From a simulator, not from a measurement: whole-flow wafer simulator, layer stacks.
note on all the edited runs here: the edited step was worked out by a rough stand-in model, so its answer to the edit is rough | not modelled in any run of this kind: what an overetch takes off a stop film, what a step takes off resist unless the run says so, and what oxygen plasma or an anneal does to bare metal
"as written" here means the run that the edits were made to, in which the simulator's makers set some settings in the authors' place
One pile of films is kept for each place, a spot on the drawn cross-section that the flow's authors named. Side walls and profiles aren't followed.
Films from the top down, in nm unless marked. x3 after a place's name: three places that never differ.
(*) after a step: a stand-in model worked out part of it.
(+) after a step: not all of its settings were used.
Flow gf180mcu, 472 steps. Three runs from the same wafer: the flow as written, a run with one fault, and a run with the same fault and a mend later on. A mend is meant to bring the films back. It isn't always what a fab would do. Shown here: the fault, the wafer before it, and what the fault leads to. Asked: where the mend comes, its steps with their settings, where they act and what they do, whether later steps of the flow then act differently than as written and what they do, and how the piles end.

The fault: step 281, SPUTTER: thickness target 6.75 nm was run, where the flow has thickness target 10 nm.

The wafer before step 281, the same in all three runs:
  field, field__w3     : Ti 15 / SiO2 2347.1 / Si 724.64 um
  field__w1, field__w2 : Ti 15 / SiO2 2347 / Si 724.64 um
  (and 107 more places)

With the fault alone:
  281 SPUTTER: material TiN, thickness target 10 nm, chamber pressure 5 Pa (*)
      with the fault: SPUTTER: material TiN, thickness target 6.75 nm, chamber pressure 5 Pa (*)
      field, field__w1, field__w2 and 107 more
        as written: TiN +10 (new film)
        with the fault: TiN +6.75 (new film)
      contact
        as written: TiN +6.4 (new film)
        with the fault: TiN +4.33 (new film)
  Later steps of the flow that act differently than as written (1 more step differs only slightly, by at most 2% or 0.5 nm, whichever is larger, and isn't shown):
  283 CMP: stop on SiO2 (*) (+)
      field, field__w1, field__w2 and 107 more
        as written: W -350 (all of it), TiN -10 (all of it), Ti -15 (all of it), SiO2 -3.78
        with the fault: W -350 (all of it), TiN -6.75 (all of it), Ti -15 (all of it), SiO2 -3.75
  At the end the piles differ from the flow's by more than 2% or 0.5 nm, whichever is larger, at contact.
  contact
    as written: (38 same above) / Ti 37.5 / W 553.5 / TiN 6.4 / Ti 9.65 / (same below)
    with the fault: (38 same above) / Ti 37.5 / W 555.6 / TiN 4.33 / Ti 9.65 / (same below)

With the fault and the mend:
  The mend comes after step 281.
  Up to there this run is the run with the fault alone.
  281a SPUTTER: material TiN, thickness target 3.25 nm, chamber pressure 5 Pa (*) (the flow's step 281 once more, with other settings)
      field, field__w1, field__w2 and 107 more
        TiN +3.25
      contact
        TiN +2.08
  No later step of the flow acts differently than as written at any place that is followed.
  At the end the piles are the same as the flow's at every place that both follow.
